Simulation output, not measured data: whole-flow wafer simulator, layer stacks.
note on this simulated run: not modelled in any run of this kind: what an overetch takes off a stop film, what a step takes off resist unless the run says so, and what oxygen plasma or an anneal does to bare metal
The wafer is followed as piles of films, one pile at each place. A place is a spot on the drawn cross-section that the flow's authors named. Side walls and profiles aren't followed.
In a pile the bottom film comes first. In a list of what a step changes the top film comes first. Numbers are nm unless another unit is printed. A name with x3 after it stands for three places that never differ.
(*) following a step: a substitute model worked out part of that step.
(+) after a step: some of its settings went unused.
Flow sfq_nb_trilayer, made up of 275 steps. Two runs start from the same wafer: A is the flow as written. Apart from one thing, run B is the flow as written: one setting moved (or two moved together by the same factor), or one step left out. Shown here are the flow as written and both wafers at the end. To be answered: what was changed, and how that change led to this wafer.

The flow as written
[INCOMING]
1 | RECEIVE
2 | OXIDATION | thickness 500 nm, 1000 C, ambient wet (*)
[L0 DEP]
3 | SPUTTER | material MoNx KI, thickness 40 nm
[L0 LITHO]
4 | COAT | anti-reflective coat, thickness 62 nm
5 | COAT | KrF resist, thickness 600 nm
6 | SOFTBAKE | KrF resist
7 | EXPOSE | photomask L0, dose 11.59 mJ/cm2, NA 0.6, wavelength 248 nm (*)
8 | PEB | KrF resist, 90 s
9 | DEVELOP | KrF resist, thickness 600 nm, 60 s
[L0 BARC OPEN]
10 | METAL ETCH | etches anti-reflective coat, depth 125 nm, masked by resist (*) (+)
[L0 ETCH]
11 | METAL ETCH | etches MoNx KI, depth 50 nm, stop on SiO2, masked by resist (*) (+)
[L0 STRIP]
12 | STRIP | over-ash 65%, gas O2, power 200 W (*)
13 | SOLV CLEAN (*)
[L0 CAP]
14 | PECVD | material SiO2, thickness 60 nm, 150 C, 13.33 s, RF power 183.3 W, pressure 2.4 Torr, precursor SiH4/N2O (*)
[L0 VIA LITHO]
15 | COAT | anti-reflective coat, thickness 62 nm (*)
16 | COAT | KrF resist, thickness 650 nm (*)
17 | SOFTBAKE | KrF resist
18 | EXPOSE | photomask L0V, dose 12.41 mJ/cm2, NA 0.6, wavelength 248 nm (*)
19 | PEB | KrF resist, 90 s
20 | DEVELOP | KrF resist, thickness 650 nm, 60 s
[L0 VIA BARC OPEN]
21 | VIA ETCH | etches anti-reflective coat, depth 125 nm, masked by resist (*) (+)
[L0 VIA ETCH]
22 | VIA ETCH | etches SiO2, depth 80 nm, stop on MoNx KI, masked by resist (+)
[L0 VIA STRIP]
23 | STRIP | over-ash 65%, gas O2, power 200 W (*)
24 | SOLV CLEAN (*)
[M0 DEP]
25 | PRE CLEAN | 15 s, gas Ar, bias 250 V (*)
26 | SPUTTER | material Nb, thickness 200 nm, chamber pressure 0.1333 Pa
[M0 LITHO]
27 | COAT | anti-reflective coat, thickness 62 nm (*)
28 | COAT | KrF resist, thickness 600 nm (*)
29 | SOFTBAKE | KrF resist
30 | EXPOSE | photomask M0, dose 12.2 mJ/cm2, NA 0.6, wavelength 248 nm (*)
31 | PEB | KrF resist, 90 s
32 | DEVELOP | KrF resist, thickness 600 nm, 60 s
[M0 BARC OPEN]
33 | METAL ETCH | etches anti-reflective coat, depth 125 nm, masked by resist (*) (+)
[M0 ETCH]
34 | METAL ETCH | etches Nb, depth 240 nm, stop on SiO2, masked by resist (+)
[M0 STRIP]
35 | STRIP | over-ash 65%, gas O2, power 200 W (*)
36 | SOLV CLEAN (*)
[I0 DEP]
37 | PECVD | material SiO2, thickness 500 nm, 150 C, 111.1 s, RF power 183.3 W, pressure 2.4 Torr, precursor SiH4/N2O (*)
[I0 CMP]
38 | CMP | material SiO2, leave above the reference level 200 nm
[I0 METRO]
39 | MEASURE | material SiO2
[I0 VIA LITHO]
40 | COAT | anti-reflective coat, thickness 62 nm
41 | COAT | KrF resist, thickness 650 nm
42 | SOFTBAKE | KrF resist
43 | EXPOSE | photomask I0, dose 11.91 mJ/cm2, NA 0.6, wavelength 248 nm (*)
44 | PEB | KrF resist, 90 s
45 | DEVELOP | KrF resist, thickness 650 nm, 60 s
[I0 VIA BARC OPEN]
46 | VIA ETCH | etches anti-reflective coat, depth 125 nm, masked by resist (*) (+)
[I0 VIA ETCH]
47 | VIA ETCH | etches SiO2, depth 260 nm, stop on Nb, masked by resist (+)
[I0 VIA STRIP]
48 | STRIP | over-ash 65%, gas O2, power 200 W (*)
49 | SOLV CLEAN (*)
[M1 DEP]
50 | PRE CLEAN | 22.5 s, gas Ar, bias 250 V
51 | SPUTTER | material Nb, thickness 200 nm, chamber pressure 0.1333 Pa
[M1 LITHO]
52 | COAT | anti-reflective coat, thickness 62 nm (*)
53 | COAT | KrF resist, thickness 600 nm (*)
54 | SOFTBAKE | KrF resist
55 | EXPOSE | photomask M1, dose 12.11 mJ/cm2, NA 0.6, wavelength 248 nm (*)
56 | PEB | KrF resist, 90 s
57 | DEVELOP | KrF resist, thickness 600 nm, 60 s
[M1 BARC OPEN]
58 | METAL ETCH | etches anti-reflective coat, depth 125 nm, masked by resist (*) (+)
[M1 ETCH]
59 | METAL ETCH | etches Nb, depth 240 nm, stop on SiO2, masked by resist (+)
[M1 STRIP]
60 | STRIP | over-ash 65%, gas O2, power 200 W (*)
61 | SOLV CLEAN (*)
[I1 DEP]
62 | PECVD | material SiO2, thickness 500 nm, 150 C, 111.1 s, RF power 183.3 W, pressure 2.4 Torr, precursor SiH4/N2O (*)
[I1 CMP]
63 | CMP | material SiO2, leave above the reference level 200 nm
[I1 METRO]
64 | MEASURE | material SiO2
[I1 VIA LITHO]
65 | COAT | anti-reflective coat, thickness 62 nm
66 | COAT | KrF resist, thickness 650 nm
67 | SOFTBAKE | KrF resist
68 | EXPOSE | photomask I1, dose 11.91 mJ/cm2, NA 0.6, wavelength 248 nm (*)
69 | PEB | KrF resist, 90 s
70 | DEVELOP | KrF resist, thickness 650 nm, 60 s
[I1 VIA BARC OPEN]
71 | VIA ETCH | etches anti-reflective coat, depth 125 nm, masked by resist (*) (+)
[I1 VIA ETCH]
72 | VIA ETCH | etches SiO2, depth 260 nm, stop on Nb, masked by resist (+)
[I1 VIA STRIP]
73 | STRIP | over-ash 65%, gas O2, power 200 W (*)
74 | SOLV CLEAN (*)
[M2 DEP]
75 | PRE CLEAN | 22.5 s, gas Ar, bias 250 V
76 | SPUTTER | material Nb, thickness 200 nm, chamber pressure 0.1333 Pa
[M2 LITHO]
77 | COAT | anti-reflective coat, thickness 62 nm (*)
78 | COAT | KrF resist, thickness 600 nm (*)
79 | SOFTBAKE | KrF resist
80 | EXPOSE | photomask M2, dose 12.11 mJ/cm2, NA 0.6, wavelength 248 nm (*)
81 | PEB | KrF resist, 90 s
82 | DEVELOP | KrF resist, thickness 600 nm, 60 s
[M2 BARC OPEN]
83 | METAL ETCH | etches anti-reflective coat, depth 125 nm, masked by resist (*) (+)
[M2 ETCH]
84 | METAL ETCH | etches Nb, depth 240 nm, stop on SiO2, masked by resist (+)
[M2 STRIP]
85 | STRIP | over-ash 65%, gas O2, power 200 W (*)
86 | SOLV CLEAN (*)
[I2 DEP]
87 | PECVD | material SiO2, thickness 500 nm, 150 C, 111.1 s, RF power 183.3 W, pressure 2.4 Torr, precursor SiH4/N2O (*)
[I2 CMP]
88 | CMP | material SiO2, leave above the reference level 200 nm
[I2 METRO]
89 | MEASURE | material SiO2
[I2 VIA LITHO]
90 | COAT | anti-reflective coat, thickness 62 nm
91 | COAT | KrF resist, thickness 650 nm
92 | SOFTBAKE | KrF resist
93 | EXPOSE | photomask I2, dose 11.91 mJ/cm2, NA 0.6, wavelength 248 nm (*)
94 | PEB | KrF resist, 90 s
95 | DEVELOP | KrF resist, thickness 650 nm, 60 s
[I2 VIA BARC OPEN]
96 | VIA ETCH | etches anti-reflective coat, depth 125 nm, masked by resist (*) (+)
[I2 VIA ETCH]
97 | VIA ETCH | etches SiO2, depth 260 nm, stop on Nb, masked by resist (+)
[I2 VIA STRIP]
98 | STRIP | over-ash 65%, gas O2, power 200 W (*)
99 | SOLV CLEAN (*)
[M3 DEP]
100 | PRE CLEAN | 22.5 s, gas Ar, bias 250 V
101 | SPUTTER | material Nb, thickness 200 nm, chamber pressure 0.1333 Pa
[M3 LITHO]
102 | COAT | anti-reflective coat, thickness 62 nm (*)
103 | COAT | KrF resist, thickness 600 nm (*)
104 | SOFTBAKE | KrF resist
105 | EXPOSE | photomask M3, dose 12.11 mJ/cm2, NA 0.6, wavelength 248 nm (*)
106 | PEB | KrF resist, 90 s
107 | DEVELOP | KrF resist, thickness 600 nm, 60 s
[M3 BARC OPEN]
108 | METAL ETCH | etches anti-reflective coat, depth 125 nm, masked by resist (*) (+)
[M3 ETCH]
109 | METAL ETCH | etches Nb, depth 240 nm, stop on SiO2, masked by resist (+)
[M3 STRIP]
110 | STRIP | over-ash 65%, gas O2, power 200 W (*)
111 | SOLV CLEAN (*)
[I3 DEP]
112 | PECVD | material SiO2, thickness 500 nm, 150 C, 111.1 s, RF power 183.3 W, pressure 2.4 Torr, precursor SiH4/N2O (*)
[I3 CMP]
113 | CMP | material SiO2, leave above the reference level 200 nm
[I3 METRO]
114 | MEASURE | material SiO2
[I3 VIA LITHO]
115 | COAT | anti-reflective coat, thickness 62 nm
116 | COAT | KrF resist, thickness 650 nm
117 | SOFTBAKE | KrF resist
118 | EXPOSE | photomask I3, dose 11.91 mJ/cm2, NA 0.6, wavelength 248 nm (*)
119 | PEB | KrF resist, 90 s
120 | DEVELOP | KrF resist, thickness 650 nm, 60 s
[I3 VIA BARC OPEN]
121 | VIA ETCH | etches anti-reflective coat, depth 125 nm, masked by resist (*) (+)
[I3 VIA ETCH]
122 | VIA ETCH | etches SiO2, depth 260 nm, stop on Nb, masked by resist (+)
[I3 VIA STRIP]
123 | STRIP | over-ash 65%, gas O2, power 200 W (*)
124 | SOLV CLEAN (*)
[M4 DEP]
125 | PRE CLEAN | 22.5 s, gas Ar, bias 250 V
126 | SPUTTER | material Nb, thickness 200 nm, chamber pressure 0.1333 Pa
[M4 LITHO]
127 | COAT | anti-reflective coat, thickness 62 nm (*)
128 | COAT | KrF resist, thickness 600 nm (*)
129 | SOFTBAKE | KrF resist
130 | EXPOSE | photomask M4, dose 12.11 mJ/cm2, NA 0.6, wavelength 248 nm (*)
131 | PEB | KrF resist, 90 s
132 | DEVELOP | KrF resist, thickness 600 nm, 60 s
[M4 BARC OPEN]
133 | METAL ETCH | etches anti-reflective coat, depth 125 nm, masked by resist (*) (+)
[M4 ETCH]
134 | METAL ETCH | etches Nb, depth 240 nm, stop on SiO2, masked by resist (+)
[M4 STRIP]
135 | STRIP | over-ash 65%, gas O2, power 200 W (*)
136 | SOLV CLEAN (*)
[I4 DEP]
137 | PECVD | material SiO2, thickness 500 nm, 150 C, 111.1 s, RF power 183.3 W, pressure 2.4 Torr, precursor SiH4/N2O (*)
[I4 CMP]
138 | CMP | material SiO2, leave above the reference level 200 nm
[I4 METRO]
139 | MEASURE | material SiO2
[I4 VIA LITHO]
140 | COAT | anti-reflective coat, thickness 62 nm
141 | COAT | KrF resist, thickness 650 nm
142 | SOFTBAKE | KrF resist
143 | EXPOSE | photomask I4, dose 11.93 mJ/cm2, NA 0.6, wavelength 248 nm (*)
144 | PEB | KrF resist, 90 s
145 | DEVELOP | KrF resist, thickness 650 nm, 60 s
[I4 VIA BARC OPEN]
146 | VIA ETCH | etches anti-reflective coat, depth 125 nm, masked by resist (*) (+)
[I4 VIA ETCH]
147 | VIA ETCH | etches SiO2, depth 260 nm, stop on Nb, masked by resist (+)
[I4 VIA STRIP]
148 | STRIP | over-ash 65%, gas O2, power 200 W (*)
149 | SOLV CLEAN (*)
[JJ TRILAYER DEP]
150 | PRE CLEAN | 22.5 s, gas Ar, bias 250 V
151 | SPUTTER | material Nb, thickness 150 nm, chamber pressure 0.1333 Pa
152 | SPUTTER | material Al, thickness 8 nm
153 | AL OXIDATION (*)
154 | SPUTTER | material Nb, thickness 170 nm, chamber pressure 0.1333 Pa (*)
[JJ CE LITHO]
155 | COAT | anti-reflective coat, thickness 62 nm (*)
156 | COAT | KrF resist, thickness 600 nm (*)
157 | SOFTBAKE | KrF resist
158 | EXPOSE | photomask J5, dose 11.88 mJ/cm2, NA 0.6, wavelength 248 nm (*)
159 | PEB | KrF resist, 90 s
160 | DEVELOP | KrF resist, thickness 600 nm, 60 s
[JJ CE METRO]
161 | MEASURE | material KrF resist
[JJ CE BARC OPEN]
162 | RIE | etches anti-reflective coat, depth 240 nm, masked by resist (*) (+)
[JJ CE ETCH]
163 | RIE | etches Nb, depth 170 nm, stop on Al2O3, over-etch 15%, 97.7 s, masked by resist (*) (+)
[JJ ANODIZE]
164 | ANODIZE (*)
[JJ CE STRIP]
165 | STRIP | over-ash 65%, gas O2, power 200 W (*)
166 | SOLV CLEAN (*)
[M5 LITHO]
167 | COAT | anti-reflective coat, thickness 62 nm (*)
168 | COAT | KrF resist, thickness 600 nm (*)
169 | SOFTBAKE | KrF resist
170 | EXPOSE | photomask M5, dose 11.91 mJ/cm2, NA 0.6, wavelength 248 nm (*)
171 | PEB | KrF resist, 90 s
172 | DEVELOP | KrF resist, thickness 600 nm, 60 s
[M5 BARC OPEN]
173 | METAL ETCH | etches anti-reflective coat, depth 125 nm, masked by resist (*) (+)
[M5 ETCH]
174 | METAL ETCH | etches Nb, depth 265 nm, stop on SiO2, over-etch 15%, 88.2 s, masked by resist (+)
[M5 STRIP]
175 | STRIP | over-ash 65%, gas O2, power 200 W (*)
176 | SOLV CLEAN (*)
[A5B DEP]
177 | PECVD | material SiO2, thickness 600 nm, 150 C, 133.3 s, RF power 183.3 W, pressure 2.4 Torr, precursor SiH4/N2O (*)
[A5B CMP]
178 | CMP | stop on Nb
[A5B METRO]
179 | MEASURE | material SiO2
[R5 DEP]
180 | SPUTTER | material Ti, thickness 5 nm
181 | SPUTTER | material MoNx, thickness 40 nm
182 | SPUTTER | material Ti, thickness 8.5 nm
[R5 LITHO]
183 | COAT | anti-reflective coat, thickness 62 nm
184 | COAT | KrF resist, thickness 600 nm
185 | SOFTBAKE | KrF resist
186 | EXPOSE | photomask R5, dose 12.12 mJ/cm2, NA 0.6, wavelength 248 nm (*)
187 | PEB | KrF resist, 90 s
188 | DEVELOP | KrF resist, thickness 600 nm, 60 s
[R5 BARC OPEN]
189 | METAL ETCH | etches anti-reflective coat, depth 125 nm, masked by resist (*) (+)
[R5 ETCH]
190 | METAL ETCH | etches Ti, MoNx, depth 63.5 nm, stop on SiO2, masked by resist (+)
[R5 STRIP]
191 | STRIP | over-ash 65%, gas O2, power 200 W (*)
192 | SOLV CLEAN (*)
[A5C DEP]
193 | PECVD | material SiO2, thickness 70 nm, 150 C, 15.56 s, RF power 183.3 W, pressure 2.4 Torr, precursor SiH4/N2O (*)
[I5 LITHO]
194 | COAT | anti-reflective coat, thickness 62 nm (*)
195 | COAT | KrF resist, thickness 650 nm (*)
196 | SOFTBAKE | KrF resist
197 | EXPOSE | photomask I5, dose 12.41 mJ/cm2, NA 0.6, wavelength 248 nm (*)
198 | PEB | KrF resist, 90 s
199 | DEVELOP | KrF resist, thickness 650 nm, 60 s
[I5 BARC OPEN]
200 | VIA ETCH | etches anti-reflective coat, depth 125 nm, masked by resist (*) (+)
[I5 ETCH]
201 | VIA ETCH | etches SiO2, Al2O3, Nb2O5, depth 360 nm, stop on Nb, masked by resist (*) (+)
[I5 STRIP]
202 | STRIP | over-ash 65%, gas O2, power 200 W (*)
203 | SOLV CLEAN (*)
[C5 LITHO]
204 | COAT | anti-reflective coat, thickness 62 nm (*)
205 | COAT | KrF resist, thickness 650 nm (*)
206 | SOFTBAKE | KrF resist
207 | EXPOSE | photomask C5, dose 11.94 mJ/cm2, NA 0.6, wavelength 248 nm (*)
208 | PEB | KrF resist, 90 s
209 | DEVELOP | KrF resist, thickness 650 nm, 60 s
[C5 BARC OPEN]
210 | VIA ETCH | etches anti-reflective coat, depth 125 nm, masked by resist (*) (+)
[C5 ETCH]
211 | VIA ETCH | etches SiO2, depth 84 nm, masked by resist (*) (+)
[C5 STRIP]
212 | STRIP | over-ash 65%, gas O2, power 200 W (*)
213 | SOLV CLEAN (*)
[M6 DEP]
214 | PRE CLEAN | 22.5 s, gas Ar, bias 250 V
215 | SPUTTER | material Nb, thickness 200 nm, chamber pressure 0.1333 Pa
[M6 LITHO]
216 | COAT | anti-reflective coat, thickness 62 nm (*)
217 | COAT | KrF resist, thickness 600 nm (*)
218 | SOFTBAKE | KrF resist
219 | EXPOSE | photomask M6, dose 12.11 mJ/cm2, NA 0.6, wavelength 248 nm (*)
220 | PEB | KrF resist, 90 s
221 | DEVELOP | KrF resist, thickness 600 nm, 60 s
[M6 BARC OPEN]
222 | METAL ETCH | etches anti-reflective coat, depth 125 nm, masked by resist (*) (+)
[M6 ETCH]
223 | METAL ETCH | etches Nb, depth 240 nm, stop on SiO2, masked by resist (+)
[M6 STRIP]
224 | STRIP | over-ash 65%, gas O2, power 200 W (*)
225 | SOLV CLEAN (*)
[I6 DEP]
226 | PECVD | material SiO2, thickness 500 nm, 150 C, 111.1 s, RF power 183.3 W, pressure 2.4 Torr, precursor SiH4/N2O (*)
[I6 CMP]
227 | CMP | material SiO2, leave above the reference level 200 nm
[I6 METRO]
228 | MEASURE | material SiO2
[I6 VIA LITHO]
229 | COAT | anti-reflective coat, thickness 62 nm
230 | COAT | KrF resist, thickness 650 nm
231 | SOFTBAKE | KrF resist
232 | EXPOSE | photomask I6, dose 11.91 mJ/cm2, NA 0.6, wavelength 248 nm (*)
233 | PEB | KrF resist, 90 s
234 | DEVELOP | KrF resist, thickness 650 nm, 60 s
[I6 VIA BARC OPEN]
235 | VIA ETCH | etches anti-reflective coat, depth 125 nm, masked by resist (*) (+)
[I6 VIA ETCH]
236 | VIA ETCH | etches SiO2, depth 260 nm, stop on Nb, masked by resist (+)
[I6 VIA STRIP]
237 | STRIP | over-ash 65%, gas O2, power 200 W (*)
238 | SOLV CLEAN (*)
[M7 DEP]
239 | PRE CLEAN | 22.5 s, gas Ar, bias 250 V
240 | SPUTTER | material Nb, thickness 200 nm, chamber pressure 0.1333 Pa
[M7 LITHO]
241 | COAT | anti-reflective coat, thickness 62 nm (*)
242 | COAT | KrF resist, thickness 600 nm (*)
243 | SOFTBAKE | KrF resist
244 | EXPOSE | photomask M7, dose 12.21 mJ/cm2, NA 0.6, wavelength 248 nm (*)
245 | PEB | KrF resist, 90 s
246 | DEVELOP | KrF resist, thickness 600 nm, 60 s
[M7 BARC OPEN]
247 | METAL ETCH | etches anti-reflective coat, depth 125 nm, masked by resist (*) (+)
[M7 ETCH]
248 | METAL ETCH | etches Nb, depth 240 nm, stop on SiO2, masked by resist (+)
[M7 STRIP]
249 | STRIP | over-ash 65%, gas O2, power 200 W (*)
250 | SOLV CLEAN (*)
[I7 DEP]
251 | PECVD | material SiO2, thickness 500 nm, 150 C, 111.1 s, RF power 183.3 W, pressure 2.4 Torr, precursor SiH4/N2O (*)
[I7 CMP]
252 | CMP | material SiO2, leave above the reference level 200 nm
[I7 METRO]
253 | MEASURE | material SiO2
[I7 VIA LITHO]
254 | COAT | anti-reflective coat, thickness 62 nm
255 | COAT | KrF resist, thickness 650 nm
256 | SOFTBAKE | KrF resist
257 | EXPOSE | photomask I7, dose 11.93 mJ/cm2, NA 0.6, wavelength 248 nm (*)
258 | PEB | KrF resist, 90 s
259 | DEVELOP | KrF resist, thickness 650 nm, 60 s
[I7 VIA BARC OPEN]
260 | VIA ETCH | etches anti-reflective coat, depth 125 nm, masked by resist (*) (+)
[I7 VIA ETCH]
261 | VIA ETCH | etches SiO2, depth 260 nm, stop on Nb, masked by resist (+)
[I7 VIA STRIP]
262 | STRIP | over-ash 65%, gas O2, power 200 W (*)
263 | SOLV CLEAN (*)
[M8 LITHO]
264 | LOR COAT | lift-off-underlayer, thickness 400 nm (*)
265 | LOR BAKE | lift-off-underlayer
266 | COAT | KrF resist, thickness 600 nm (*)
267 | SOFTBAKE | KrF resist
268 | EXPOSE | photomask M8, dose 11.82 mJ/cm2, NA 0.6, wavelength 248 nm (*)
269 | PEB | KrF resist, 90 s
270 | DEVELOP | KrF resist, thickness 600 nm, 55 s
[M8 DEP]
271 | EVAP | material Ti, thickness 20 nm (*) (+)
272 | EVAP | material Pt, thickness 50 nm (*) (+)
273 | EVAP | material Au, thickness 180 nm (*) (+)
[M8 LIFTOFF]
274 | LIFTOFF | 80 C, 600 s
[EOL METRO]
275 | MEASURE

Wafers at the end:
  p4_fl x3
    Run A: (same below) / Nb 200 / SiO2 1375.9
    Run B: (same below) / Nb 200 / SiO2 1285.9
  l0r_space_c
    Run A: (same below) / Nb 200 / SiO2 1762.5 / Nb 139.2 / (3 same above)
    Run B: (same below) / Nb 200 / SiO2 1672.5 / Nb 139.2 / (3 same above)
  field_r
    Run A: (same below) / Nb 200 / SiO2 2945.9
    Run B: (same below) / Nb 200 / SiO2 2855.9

The reason: step 138, CMP: leave above the reference level 110 nm was run, while the flow as written has leave above the reference level 200 nm.

Step by step, how the change led to this:
  138 | CMP | material SiO2, leave above the reference level 200 nm
      field_l, be, be_sur and 55 more: A -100 SiO2 | B -190 SiO2
      v_sur, via_wl, via_w and 35 more: A -300 SiO2 | B -390 SiO2
      (also at 10 further places)
  147 | VIA ETCH | etches SiO2, depth 260 nm, stop on Nb, masked by resist (+)
      field_l, v_sur, via_sp and 100 more: A -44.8 KrF resist | B -28.4 KrF resist
      via_wl, via_w, via_wr: A -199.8 SiO2 (all of it) | B -109.8 SiO2 (all of it)
  148 | STRIP | over-ash 65%, gas O2, power 200 W (*)
      field_l, v_sur, via_sp and 100 more: A -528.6 KrF resist (all of it), -62 anti-reflective coat (all of it) | B -545 KrF resist (all of it), -62 anti-reflective coat (all of it)
  151 | SPUTTER | material Nb, thickness 150 nm, chamber pressure 0.1333 Pa
      via_wl, via_w, via_wr: A +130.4 Nb | B +141 Nb
  152 | SPUTTER | material Al, thickness 8 nm
      via_wl, via_wr: A +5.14 Al (new film) | B +6.21 Al (new film)
      via_w: A +7.12 Al (new film) | B +7.85 Al (new film)
  154 | SPUTTER | material Nb, thickness 170 nm, chamber pressure 0.1333 Pa (*)
      via_wl, via_wr: A +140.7 Nb (new film) | B +127.5 Nb (new film)
      via_w: A +141 Nb (new film) | B +167.3 Nb (new film)
  155 | COAT | anti-reflective coat, thickness 62 nm (*)
      via_wl, via_wr: A +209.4 anti-reflective coat (new film) | B +170.9 anti-reflective coat (new film)
      v_sur: A +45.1 anti-reflective coat (new film) | B +49.6 anti-reflective coat (new film)
      (also at 2 further places)
  156 | COAT | KrF resist, thickness 600 nm (*)
      via_wl: A +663 KrF resist (new film) | B +633.8 KrF resist (new film)
      via_w: A +763.8 KrF resist (new film) | B +670.8 KrF resist (new film)
      (also at 1 further place)
  160 | DEVELOP | KrF resist, thickness 600 nm, 60 s
      via_wl: A -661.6 KrF resist (all of it) | B -632.4 KrF resist (all of it)
      via_w: A -762.1 KrF resist (all of it) | B -669.4 KrF resist (all of it)
      (also at 1 further place)
  162 | RIE | etches anti-reflective coat, depth 240 nm, masked by resist (*) (+)
      ce_l, c5j, ce_r, wl_jj: A -209.4 KrF resist | B -170.9 KrF resist
      via_wl, via_wr: A -209.4 anti-reflective coat (all of it) | B -170.9 anti-reflective coat (all of it)
      (also at 3 further places)
  163 | RIE | etches Nb, depth 170 nm, stop on Al2O3, over-etch 15%, 97.7 s, masked by resist (*) (+)
      via_w: A -141 Nb (all of it), -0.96 Al2O3 (all of it) | B -167.3 Nb (all of it), -0.56 Al2O3
      via_wl, via_wr: A -140.7 Nb (all of it), -0.96 Al2O3 (all of it) | B -127.5 Nb (all of it), -0.96 Al2O3 (all of it)
  164 | ANODIZE (*)
      via_w: A +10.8 Al2O3 (new film), +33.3 Nb2O5 (new film), -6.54 Al (all of it), -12 Nb | B +12 Al2O3, +30.5 Nb2O5 (new film), -7.27 Al (all of it), -11 Nb
      via_wl, via_wr: A +7.52 Al2O3 (new film), +39.2 Nb2O5 (new film), -4.56 Al (all of it), -14.1 Nb | B +9.29 Al2O3 (new film), +36 Nb2O5 (new film), -5.63 Al (all of it), -13 Nb
  165 | STRIP | over-ash 65%, gas O2, power 200 W (*)
      ce_l: A -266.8 KrF resist (all of it), -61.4 anti-reflective coat (all of it) | B -306 KrF resist (all of it), -61.7 anti-reflective coat (all of it)
      c5j: A -266.9 KrF resist (all of it), -61.5 anti-reflective coat (all of it) | B -306 KrF resist (all of it), -61.7 anti-reflective coat (all of it)
      (also at 2 further places)
  167 | COAT | anti-reflective coat, thickness 62 nm (*)
      v_sur: A +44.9 anti-reflective coat (new film) | B +46.5 anti-reflective coat (new film)
      via_wl: A +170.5 anti-reflective coat (new film) | B +107.9 anti-reflective coat (new film)
      (also at 3 further places)
  168 | COAT | KrF resist, thickness 600 nm (*)
      v_sur: A +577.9 KrF resist (new film) | B +592.8 KrF resist (new film)
      via_wl: A +656 KrF resist (new film) | B +641.2 KrF resist (new film)
      (also at 2 further places)
  175 | STRIP | over-ash 65%, gas O2, power 200 W (*)
      v_sur: A -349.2 KrF resist (all of it), -44.9 anti-reflective coat (all of it) | B -363.9 KrF resist (all of it), -46.5 anti-reflective coat (all of it)
      via_wl: A -427 KrF resist (all of it), -170.5 anti-reflective coat (all of it) | B -412.2 KrF resist (all of it), -107.9 anti-reflective coat (all of it)
      (also at 3 further places)
  178 | CMP | stop on Nb
      via_wl, via_wr: A -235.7 SiO2 | B -336 SiO2
      via_w: A -235.2 SiO2 | B -335.6 SiO2
